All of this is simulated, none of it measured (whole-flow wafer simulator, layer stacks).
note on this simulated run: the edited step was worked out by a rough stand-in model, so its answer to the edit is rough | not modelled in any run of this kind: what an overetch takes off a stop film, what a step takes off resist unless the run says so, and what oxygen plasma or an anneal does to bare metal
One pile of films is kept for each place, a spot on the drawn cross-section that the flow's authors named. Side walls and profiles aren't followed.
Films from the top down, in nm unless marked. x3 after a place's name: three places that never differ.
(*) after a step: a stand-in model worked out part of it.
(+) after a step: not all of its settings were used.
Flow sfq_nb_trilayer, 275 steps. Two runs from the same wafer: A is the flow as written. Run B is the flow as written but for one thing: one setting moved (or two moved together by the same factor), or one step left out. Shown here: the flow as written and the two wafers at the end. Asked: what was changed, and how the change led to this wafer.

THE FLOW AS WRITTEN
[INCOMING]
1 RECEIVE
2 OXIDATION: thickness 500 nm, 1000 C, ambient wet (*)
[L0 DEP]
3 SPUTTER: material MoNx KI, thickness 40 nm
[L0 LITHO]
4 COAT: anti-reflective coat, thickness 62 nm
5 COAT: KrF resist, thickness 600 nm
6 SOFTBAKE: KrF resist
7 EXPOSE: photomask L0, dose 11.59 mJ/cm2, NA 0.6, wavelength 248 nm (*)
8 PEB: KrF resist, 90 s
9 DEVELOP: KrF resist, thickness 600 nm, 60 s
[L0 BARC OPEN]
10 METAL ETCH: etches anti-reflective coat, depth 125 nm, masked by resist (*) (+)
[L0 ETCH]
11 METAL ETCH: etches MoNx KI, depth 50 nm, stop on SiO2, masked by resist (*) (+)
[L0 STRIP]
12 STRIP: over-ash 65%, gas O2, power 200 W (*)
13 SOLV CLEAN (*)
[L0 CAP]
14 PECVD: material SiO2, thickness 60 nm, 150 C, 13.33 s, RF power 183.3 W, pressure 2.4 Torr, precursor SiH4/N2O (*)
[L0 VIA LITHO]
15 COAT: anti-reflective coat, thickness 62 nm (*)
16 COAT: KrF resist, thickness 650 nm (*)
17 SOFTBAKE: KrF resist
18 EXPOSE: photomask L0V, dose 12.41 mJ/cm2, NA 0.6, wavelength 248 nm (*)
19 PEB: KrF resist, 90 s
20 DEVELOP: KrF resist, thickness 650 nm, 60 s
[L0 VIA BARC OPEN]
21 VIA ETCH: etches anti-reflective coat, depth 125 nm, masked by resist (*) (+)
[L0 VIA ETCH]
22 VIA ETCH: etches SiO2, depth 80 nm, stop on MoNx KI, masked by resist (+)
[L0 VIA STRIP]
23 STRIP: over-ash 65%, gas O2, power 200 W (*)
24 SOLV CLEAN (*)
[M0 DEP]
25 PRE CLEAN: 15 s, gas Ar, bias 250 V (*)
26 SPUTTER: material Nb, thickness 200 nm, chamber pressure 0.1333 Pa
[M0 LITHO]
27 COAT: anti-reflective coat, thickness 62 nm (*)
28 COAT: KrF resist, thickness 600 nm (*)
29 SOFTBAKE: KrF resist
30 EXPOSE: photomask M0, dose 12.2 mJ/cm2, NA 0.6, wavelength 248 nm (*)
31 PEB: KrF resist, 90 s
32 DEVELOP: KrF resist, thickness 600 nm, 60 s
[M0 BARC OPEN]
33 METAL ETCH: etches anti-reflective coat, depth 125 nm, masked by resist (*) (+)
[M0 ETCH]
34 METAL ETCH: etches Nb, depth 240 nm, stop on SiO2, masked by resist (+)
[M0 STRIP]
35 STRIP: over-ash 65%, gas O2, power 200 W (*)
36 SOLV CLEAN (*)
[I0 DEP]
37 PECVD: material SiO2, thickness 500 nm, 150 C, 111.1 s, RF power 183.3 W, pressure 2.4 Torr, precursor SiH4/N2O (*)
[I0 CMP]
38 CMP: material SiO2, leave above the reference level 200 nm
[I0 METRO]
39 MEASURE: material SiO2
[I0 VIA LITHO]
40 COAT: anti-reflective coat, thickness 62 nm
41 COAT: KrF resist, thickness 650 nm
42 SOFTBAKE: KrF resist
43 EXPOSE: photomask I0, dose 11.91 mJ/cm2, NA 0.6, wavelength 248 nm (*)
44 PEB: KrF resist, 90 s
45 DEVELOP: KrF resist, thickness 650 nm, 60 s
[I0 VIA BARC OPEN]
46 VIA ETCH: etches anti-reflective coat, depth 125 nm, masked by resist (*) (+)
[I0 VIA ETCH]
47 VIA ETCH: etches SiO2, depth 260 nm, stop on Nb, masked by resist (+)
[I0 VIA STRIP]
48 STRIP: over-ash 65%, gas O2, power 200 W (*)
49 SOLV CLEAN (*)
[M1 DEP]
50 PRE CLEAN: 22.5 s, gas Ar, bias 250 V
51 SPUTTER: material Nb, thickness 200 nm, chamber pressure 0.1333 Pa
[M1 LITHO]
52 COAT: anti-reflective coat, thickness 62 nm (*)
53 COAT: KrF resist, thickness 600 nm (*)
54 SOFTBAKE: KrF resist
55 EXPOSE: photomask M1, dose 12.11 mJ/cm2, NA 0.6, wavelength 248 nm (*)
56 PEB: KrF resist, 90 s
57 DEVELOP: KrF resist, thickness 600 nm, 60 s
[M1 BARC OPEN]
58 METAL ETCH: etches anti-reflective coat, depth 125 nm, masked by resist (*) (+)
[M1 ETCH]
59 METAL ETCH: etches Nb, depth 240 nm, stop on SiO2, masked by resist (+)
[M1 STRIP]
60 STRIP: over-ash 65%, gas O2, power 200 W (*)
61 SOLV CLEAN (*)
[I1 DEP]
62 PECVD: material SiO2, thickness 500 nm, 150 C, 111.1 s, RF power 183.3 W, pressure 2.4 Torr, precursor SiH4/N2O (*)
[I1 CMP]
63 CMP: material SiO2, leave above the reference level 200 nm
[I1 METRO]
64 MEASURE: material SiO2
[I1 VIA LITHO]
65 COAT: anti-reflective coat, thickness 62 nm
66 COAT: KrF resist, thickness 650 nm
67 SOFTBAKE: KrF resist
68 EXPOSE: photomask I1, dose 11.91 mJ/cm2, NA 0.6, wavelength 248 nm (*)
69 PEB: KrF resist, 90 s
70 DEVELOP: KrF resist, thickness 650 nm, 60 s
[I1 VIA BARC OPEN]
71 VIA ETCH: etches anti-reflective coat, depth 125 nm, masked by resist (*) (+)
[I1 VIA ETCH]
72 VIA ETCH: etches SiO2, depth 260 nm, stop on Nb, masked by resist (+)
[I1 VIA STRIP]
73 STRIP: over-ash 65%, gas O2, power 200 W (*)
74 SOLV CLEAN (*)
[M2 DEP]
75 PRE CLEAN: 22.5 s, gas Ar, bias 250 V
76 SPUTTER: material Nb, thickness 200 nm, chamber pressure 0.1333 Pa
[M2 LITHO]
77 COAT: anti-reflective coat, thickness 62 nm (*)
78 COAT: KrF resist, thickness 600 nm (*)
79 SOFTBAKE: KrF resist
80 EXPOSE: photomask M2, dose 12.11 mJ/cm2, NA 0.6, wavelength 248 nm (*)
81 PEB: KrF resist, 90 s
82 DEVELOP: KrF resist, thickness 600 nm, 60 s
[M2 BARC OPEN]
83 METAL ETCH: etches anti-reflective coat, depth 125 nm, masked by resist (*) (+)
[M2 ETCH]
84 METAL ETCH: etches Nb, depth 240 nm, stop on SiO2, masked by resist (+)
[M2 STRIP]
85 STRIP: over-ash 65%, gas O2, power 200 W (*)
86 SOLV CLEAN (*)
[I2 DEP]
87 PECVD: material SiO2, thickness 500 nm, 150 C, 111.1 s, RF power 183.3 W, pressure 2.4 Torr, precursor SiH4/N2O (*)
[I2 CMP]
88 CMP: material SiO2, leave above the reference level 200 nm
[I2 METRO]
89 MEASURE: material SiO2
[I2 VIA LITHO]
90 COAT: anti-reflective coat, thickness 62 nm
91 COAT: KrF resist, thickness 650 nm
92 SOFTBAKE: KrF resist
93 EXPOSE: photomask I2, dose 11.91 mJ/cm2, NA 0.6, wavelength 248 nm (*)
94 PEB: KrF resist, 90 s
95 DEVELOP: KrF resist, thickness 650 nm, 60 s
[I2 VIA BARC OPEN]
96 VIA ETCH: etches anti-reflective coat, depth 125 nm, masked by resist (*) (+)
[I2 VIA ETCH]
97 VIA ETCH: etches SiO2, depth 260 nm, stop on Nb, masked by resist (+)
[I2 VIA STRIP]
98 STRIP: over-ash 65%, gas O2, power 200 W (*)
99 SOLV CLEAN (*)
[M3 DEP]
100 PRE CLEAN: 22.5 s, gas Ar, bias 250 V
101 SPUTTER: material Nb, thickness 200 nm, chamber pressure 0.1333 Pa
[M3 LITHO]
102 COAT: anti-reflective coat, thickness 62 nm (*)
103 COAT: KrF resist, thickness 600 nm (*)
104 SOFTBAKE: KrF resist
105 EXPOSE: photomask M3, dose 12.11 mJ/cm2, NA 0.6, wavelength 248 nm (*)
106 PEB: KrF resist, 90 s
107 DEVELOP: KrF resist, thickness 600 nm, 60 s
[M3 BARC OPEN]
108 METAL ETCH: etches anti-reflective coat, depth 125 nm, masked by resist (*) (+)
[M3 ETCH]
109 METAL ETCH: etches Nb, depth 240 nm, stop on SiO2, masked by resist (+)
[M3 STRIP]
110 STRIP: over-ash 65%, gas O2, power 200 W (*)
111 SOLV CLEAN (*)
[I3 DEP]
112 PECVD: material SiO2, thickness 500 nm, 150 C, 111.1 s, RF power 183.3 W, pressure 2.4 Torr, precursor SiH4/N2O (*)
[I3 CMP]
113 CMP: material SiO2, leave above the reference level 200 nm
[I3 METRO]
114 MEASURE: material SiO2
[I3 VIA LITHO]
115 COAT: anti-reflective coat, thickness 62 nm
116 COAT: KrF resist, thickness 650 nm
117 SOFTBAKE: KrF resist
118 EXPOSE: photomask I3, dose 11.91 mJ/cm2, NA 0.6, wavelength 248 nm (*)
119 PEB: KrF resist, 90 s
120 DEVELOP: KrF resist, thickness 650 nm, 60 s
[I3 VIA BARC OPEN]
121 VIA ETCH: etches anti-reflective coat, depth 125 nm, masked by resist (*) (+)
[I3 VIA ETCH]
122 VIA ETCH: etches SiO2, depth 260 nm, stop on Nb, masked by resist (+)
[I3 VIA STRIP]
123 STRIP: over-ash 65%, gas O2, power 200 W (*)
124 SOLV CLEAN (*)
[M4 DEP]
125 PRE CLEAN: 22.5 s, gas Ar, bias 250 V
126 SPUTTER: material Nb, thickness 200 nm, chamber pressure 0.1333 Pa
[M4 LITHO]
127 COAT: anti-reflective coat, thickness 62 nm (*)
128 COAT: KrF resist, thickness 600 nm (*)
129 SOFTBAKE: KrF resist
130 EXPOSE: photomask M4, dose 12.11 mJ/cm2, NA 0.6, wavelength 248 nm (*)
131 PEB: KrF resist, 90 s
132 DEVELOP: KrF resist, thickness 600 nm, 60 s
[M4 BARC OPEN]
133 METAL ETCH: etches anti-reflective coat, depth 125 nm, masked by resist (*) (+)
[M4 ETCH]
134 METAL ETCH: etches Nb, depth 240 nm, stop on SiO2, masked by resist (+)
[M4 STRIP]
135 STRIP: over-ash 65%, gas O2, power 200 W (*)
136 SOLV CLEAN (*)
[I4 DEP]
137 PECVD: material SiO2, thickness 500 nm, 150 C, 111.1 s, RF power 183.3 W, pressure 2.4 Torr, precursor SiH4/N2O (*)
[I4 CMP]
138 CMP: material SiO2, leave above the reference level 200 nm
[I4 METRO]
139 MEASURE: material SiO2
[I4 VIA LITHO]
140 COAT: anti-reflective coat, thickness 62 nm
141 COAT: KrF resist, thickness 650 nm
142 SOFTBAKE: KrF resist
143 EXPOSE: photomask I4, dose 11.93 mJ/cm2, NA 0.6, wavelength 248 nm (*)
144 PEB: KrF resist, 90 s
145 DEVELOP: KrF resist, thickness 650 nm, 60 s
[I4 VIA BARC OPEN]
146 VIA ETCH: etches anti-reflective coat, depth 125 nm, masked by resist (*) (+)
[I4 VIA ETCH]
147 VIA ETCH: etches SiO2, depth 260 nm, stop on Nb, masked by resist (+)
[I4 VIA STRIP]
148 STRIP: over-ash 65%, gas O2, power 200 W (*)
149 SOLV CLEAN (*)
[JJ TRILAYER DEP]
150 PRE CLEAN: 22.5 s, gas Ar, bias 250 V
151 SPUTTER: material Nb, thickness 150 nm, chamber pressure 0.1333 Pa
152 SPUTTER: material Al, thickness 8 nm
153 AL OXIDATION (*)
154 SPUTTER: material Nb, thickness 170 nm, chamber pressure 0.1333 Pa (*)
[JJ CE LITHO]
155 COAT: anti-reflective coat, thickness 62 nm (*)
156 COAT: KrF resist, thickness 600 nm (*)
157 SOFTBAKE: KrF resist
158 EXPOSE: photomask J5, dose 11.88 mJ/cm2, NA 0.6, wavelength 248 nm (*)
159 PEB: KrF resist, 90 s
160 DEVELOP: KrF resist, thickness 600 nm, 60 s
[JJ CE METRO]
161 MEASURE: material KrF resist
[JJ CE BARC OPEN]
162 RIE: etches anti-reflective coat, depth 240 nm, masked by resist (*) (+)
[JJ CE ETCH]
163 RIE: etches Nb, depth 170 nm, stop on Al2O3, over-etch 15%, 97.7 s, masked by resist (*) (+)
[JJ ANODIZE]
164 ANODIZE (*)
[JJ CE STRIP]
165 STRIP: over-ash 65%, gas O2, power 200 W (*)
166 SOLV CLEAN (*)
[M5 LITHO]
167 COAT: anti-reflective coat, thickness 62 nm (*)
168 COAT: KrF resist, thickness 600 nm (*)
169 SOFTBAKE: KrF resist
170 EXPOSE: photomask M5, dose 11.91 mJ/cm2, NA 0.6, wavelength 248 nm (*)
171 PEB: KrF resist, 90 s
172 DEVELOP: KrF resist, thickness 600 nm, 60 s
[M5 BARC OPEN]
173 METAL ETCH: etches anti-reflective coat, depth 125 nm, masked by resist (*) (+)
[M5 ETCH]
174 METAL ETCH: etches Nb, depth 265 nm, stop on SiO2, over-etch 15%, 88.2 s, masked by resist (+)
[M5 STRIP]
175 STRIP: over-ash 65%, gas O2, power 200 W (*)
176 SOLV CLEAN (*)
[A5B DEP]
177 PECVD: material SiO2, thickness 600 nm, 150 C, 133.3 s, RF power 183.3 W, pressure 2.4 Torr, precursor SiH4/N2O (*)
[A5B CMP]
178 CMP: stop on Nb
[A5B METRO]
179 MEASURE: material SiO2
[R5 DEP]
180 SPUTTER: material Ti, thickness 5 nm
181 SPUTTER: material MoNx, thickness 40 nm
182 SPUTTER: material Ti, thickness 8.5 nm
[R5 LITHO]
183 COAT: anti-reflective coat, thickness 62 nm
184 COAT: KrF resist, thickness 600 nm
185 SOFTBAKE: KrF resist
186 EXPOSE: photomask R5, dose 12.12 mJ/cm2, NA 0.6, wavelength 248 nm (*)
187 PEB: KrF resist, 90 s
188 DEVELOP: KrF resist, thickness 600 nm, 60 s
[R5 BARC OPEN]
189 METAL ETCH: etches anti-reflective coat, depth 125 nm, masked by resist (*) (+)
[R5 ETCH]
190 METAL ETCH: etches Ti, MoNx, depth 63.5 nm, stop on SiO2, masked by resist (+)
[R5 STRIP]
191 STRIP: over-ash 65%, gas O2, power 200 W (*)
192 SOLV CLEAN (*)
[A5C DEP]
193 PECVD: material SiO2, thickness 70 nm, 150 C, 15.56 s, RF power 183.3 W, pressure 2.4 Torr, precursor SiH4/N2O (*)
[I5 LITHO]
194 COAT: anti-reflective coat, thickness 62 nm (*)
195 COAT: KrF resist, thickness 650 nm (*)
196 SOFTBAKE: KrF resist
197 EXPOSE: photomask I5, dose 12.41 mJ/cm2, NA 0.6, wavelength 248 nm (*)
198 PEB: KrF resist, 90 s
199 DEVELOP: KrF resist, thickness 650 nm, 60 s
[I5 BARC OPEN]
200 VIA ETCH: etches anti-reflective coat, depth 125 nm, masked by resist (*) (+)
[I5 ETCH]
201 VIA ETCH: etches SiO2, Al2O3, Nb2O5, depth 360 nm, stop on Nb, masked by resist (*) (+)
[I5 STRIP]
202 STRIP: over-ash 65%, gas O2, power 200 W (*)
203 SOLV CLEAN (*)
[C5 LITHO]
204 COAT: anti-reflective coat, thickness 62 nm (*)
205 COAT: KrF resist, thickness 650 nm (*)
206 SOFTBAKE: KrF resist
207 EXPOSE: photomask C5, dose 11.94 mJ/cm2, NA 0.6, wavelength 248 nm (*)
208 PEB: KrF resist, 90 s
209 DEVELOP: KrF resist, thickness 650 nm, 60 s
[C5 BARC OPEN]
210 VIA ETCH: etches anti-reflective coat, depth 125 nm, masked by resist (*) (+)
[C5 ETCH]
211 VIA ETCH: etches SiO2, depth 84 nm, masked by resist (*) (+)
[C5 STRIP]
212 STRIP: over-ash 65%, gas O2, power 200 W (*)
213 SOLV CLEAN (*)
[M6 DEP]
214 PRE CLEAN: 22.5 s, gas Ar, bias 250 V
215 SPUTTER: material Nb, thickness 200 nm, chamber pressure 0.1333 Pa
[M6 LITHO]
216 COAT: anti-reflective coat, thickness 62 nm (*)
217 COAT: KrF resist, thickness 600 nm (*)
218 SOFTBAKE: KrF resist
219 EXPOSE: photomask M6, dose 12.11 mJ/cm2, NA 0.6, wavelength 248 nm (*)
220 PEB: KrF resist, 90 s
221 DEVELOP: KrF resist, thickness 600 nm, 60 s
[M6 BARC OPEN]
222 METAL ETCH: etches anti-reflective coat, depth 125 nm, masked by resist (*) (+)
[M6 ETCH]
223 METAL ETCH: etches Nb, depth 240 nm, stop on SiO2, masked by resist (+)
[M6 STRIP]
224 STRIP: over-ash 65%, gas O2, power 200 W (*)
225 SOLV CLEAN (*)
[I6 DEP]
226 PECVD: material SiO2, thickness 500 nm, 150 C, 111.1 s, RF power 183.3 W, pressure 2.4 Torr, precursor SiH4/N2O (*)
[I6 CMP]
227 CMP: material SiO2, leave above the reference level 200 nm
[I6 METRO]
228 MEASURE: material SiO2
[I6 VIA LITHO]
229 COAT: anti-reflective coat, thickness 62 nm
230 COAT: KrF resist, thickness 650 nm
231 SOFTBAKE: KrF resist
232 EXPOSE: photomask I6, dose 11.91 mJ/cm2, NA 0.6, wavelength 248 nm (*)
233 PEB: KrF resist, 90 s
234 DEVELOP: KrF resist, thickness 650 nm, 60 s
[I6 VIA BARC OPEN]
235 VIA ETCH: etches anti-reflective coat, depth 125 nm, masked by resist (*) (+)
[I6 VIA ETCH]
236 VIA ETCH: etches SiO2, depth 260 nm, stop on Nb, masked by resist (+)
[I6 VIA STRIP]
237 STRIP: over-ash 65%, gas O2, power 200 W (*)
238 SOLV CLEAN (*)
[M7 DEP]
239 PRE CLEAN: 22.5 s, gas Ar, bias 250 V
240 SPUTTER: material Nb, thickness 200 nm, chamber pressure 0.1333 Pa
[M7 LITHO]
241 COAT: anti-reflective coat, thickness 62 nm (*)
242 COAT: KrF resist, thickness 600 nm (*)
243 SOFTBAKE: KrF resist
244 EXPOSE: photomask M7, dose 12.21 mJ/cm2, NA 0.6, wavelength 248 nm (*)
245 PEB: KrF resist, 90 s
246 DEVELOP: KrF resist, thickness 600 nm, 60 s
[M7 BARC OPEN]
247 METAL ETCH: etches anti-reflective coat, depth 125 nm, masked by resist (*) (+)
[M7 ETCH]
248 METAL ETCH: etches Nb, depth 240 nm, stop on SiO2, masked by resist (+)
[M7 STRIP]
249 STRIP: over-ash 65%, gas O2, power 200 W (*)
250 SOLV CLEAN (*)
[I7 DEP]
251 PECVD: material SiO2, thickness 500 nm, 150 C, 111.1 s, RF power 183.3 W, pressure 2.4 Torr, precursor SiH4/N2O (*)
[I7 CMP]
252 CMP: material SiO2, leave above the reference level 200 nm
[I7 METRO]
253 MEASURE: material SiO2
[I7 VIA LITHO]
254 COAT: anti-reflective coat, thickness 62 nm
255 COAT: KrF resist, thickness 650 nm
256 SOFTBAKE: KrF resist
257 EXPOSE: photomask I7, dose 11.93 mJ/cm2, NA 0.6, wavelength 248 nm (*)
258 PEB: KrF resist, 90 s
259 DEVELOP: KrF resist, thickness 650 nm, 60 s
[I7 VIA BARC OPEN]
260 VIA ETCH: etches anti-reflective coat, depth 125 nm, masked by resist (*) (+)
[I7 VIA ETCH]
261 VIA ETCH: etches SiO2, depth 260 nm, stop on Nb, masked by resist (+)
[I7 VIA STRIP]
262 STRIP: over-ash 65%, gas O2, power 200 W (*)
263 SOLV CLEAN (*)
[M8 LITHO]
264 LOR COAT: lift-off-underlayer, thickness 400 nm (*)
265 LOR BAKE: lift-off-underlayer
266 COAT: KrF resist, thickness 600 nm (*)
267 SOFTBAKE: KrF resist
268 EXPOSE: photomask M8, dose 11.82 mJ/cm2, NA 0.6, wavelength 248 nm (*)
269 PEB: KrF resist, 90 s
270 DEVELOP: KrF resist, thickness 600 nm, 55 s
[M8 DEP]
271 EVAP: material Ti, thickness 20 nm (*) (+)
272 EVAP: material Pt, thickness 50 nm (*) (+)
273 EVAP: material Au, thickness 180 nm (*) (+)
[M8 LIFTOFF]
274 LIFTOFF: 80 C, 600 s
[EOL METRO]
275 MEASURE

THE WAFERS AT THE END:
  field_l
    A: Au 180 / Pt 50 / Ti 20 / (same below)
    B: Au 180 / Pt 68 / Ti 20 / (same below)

The cause: step 272, EVAP: thickness 68 nm was run, where the flow has thickness 50 nm.
It can be read off the wafer: field_l has Pt 68, and step 272 as written asks for 50 nm.

How the change led to this, step by step:
  272 EVAP: material Pt, thickness 50 nm (*) (+)
      field_l, v_sur, via_wl and 103 more: A Pt +50 (new film) | B Pt +68 (new film)
  274 LIFTOFF: 80 C, 600 s
      p4_fl, p4_fm, p4_w1 and 71 more: A Au -180 (all of it), Pt -50 (all of it), Ti -20 (all of it), KrF resist -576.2 (all of it), lift-off-underlayer -400 (all of it) | B Au -180 (all of it), Pt -68 (all of it), Ti -20 (all of it), KrF resist -576.2 (all of it), lift-off-underlayer -400 (all of it)
      c5j, ce_r: A Au -180 (all of it), Pt -50 (all of it), Ti -20 (all of it), KrF resist -573.3 (all of it), lift-off-underlayer -399.3 (all of it) | B Au -180 (all of it), Pt -68 (all of it), Ti -20 (all of it), KrF resist -573.3 (all of it), lift-off-underlayer -399.3 (all of it)
      (and at 19 more places)
